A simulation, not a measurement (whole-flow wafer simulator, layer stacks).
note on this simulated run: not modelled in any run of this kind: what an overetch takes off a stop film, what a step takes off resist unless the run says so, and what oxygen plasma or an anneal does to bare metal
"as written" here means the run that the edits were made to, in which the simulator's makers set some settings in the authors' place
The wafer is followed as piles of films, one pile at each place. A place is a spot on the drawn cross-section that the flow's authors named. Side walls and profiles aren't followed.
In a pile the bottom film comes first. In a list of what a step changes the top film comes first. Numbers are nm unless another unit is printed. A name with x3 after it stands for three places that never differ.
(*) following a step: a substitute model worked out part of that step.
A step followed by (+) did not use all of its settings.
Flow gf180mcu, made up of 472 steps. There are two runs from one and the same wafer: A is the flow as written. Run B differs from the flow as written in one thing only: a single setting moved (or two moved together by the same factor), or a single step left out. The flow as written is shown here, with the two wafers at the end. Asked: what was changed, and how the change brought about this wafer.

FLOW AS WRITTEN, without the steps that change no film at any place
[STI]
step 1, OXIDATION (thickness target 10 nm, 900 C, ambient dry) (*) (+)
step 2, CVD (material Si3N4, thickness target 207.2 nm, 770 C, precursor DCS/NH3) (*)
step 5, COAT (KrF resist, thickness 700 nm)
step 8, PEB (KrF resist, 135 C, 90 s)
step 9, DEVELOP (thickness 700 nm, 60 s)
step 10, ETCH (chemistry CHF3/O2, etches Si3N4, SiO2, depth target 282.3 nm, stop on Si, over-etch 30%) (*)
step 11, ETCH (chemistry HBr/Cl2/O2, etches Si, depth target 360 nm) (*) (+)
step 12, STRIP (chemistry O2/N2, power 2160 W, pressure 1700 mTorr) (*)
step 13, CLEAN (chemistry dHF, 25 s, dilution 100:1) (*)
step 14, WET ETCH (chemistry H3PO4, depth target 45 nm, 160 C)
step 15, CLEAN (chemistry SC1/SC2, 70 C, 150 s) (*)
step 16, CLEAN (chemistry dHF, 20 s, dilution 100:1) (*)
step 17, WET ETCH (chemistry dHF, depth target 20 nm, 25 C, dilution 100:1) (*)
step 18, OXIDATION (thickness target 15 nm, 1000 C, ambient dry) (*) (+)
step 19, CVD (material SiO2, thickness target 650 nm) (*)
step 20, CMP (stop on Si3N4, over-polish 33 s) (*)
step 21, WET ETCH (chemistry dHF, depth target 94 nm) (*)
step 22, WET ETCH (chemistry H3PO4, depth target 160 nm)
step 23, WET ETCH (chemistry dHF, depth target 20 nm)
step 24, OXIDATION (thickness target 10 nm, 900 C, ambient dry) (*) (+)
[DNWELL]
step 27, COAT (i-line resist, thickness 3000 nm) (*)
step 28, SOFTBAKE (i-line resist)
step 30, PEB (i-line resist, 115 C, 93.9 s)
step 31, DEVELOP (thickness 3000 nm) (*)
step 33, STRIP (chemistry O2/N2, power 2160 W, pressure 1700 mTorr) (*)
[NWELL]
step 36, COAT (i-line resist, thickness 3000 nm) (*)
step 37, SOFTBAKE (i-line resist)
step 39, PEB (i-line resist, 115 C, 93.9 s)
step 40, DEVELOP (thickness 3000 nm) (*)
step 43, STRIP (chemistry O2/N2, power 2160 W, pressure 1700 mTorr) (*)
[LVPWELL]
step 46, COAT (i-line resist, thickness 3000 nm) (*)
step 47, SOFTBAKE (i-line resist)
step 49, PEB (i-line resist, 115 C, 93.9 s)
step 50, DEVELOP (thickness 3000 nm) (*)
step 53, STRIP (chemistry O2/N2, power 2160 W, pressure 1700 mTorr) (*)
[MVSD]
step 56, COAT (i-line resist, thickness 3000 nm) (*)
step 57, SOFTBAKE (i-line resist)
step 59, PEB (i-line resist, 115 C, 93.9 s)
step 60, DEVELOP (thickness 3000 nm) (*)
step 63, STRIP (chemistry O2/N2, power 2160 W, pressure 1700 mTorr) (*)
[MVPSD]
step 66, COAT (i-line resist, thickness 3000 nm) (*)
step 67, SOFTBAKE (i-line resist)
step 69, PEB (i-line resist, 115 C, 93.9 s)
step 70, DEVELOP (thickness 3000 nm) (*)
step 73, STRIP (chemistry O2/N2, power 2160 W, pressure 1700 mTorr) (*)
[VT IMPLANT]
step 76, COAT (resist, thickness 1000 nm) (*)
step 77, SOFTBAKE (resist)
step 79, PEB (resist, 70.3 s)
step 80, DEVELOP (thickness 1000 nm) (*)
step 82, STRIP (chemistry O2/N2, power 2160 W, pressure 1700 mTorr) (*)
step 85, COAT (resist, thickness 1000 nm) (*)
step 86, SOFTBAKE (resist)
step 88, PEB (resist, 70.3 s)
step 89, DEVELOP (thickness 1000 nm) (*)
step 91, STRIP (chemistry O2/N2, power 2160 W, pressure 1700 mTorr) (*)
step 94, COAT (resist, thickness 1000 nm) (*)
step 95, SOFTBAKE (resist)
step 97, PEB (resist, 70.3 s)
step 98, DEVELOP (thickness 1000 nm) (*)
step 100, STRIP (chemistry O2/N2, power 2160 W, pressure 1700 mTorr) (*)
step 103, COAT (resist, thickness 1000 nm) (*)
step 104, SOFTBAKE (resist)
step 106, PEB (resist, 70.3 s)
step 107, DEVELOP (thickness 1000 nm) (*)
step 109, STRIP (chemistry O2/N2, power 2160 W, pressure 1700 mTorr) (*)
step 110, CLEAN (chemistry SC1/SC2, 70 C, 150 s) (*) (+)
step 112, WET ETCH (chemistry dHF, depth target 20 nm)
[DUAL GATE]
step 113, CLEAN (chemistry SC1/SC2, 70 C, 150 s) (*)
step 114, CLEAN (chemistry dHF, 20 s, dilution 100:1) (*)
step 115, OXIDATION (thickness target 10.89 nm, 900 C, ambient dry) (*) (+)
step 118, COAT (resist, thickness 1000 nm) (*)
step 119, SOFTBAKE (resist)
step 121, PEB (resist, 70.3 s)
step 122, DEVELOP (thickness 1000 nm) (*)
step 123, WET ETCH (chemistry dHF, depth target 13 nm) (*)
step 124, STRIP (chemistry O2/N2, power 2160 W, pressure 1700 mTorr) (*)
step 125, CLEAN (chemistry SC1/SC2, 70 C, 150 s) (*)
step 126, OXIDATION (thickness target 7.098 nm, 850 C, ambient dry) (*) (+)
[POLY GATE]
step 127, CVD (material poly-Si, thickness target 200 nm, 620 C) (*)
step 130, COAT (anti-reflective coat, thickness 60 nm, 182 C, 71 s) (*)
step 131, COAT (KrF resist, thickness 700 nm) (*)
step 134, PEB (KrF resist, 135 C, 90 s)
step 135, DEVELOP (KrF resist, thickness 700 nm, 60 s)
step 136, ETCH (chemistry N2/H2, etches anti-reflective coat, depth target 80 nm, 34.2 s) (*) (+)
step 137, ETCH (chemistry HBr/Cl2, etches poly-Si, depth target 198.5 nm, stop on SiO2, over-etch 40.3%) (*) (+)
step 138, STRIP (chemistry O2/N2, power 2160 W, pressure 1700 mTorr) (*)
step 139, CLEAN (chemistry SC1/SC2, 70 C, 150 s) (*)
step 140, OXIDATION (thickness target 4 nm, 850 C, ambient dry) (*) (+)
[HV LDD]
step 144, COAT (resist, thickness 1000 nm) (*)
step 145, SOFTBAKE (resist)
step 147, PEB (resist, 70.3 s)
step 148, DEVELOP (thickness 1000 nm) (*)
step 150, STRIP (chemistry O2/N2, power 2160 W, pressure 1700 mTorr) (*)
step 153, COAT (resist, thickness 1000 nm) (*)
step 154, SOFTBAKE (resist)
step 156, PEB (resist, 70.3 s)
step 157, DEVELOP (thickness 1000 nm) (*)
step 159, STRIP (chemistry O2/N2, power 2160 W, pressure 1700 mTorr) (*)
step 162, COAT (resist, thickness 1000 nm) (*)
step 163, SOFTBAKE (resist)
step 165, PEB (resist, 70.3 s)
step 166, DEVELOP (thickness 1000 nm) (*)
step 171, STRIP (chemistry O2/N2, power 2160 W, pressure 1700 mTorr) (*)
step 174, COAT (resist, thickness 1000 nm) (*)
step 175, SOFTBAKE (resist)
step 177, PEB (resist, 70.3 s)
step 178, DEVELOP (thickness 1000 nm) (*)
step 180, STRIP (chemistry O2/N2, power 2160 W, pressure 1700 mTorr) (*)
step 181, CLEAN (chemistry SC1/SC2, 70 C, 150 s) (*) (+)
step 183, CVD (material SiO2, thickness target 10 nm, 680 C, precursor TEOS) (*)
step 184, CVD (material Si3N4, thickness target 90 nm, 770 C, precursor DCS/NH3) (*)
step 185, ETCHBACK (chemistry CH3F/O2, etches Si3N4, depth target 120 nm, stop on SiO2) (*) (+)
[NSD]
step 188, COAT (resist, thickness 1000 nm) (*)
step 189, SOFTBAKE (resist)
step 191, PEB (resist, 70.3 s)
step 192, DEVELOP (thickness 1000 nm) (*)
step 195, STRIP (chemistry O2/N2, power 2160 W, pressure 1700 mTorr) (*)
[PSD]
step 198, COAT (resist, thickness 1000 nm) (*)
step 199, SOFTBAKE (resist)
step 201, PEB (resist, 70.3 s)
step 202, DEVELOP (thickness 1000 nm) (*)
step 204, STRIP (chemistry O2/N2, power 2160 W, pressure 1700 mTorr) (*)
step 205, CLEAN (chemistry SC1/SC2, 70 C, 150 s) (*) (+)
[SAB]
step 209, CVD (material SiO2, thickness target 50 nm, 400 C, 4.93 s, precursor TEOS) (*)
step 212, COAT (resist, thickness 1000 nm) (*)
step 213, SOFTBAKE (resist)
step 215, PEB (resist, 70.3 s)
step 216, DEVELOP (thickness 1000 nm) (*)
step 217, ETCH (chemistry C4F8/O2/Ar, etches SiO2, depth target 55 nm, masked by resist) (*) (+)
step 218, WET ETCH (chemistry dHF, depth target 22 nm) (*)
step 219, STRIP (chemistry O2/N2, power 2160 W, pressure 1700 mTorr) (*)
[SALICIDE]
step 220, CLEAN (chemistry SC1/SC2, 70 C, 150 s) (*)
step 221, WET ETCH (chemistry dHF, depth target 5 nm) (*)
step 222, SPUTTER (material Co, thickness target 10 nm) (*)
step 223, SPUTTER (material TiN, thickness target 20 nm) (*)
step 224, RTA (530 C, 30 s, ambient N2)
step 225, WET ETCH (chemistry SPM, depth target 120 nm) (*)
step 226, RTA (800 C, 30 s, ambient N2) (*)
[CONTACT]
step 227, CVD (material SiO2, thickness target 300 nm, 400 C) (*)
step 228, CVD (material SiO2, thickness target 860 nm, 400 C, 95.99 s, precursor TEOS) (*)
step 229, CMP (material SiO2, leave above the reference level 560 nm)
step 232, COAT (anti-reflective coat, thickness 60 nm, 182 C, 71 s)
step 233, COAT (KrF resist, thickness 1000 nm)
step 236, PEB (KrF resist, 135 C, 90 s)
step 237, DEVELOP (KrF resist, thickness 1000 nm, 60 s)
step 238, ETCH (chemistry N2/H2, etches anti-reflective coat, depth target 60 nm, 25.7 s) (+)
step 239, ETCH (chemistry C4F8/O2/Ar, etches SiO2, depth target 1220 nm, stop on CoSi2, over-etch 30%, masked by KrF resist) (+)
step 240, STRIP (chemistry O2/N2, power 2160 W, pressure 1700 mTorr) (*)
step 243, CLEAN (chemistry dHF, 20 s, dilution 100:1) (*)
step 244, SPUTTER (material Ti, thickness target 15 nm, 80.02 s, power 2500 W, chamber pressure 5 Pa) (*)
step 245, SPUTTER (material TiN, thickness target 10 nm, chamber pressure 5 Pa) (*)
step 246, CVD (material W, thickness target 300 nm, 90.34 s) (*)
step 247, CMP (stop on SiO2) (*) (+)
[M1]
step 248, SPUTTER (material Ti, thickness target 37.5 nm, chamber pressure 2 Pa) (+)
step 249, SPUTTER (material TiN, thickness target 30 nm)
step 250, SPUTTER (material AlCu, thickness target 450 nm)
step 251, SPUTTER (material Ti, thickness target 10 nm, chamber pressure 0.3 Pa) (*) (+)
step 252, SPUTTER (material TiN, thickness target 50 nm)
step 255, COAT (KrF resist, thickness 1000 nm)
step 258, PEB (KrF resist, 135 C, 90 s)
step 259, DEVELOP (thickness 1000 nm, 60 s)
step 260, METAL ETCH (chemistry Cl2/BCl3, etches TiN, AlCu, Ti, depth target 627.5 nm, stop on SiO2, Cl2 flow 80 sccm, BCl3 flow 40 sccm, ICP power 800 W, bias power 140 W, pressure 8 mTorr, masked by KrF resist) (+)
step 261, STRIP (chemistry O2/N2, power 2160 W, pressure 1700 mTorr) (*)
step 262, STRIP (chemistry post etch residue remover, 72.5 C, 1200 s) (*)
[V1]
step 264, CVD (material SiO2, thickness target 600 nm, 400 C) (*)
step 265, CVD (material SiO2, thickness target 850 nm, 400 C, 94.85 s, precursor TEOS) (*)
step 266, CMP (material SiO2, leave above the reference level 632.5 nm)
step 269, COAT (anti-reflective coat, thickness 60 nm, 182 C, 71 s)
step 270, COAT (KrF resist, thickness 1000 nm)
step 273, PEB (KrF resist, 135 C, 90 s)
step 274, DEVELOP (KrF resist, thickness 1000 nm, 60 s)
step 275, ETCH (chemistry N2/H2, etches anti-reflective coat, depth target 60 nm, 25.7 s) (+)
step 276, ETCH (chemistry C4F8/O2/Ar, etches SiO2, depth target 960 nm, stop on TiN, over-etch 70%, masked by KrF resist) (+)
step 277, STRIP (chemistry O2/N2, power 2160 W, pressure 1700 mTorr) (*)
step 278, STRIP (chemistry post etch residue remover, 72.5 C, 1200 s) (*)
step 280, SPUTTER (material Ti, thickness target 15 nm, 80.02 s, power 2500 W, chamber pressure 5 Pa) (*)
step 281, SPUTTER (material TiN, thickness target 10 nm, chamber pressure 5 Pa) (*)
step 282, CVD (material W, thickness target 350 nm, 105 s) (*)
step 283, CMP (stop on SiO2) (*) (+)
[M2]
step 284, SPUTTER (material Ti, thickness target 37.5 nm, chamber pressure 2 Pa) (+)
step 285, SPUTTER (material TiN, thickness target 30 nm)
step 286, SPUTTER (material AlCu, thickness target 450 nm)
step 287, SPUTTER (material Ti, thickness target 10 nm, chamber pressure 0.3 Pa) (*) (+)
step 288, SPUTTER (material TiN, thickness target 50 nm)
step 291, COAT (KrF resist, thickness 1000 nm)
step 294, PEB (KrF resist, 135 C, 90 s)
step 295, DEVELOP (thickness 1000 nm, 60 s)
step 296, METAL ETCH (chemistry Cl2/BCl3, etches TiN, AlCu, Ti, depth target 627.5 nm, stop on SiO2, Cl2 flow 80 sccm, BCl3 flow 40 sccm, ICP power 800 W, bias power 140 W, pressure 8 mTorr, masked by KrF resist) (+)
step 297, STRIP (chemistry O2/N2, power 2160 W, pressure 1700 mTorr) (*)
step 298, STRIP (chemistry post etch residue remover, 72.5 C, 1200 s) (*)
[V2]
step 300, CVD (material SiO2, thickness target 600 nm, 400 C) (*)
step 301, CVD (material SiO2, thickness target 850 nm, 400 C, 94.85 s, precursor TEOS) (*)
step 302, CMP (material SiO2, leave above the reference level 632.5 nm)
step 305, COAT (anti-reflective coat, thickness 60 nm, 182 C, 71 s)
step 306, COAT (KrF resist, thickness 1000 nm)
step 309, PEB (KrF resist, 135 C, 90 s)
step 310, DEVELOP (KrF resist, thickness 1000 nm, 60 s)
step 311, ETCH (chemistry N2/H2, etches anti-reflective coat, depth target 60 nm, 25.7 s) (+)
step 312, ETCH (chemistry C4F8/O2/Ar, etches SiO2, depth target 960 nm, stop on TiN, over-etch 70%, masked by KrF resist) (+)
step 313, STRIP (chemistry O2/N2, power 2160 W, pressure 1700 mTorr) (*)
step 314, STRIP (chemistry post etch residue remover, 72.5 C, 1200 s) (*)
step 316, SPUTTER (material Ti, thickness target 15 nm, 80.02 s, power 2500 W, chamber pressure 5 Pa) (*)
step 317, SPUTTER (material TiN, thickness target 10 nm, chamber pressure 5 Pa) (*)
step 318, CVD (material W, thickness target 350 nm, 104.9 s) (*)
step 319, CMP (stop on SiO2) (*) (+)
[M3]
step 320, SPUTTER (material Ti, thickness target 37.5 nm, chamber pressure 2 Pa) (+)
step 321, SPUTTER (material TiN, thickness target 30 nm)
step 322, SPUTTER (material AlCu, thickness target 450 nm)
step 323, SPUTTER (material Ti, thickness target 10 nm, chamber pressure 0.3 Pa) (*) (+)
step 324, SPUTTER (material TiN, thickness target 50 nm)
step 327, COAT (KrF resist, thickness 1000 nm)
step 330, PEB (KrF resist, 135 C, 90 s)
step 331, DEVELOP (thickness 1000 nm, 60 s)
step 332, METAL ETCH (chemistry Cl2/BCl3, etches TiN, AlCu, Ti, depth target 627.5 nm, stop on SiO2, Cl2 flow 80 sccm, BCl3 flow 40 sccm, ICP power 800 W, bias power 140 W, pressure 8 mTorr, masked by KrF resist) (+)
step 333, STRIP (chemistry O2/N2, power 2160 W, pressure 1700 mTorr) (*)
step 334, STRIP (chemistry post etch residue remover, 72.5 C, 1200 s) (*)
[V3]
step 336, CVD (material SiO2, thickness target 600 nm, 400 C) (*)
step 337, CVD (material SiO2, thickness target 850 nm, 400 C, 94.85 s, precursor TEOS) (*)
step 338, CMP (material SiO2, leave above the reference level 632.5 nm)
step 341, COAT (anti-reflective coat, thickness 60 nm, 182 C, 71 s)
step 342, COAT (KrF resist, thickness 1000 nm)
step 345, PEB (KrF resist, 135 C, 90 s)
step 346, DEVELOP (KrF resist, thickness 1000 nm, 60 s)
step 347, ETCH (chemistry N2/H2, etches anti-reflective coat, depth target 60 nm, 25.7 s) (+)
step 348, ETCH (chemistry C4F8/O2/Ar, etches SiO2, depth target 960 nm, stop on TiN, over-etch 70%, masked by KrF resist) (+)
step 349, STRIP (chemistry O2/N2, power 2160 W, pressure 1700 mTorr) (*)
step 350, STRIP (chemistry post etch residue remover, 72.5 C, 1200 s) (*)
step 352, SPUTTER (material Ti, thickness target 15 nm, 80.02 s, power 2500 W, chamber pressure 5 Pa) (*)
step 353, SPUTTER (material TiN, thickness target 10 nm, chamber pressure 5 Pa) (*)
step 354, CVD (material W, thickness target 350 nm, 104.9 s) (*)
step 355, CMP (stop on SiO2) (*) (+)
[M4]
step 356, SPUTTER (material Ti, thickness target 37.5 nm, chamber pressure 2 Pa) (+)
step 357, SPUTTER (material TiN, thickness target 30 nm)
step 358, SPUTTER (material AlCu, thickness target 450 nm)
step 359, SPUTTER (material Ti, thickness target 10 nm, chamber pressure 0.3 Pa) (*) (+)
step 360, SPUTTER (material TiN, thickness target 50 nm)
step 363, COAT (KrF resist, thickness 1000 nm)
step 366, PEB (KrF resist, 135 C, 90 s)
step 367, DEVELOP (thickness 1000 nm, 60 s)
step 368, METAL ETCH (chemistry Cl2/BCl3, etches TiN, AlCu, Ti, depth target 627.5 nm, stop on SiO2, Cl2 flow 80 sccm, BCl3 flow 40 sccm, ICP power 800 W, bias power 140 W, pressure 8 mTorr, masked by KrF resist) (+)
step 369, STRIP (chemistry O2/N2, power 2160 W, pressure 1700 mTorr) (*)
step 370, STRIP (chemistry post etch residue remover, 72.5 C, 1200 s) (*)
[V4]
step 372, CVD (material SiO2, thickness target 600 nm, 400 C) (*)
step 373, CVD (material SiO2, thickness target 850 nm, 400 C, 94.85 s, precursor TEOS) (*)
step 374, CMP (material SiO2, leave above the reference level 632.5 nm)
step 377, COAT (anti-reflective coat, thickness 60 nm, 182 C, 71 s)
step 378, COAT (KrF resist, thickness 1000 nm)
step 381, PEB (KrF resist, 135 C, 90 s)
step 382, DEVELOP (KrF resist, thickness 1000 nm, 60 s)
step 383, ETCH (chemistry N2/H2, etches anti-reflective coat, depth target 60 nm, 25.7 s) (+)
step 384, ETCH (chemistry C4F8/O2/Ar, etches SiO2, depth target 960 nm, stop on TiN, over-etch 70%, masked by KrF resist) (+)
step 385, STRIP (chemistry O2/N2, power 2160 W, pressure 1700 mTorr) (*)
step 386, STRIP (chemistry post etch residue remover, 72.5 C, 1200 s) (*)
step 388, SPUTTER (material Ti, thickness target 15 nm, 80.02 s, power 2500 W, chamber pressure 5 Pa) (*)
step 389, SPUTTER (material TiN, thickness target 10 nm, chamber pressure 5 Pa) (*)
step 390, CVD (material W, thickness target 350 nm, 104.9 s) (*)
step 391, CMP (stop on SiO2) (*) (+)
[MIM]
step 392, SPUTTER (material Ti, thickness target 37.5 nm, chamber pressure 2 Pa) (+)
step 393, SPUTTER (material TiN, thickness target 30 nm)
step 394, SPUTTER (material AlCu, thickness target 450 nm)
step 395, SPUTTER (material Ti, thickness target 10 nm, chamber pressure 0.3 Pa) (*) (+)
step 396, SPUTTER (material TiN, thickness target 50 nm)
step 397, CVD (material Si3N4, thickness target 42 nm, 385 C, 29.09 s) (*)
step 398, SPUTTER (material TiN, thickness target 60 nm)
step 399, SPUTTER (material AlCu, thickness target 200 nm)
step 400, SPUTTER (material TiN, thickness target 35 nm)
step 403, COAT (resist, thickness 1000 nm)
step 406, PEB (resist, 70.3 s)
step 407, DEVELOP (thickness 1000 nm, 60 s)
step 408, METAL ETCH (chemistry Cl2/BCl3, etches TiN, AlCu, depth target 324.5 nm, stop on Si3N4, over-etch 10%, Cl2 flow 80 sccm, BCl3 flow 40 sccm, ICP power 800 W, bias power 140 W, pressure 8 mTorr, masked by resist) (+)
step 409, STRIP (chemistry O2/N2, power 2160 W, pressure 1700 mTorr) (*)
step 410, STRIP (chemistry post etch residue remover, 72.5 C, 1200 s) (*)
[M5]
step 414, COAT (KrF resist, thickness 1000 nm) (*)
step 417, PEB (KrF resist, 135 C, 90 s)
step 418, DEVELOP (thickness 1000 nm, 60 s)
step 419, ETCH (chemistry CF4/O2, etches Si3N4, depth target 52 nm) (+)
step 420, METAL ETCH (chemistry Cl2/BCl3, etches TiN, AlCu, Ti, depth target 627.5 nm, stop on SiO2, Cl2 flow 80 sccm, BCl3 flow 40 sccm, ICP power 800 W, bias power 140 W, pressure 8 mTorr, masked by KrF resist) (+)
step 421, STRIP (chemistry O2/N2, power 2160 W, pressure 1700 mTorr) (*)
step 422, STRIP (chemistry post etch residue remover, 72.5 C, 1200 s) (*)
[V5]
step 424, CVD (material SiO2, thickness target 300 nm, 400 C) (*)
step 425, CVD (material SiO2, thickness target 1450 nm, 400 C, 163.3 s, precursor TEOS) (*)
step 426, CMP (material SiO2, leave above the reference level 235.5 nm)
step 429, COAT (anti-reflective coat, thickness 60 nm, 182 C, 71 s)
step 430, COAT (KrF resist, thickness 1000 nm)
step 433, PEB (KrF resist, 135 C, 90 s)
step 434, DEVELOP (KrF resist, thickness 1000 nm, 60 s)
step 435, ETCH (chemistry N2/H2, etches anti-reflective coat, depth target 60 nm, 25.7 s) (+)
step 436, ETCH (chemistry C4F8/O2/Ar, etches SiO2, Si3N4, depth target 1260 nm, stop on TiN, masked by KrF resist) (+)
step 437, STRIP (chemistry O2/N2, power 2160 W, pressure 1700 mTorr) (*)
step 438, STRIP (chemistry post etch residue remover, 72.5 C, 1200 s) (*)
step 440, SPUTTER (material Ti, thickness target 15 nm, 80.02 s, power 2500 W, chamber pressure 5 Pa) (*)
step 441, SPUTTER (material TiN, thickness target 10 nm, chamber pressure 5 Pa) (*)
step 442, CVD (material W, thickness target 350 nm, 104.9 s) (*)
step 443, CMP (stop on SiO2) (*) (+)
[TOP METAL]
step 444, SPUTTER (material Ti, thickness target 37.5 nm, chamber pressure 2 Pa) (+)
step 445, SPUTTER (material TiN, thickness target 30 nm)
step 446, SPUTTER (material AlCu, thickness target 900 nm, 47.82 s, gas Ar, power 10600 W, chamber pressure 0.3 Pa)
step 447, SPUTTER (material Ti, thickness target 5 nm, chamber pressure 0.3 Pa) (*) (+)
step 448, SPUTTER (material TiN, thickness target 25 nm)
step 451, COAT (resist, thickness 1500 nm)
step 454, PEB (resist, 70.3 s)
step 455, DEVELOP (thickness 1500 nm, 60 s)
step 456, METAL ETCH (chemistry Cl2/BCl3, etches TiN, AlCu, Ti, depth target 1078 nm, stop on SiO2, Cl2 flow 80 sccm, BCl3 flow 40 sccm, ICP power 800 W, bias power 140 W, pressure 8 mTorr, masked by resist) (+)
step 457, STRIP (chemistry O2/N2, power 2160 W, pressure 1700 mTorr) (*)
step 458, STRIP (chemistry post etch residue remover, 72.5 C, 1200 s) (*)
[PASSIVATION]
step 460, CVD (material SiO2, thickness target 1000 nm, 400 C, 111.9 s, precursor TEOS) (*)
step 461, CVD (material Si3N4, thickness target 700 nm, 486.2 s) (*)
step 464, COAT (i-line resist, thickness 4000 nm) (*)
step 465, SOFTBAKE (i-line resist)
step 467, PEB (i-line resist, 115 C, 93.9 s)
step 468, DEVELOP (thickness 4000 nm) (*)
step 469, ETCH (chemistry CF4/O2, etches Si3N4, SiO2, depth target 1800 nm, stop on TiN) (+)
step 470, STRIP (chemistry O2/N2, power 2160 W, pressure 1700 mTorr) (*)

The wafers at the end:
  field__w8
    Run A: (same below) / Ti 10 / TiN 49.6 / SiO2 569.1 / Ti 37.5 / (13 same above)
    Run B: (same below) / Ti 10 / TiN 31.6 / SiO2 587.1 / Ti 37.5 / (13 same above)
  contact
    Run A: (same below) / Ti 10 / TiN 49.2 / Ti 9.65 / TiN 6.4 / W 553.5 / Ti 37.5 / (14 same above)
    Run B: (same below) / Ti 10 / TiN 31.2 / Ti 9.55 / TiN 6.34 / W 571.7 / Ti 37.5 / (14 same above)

What caused this: step 360, SPUTTER: thickness target 32 nm was run, while the flow as written has thickness target 50 nm.

How this came from the change, step by step:
  step 360, SPUTTER (material TiN, thickness target 50 nm)
      field, field__w1, field__w2 and 108 more: A +50 TiN (new film) | B +32 TiN (new film)
  step 368, METAL ETCH (chemistry Cl2/BCl3, etches TiN, AlCu, Ti, depth target 627.5 nm, stop on SiO2, Cl2 flow 80 sccm, BCl3 flow 40 sccm, ICP power 800 W, bias power 140 W, pressure 8 mTorr, masked by KrF resist) (+)
      field, field__w1, field__w2 and 103 more: A -50 TiN (all of it), -10 Ti (all of it), -450 AlCu (all of it), -30 TiN (all of it), -37.5 Ti (all of it) | B -32 TiN (all of it), -10 Ti (all of it), -450 AlCu (all of it), -30 TiN (all of it), -37.5 Ti (all of it)
  step 374, CMP (material SiO2, leave above the reference level 632.5 nm)
      field__w8, contact, m1, m1__w1, m1_nw: A -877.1 SiO2 | B -859.1 SiO2
  step 384, ETCH (chemistry C4F8/O2/Ar, etches SiO2, depth target 960 nm, stop on TiN, over-etch 70%, masked by KrF resist) (+)
      contact: A -572.5 SiO2 (all of it) | B -590.5 SiO2 (all of it)
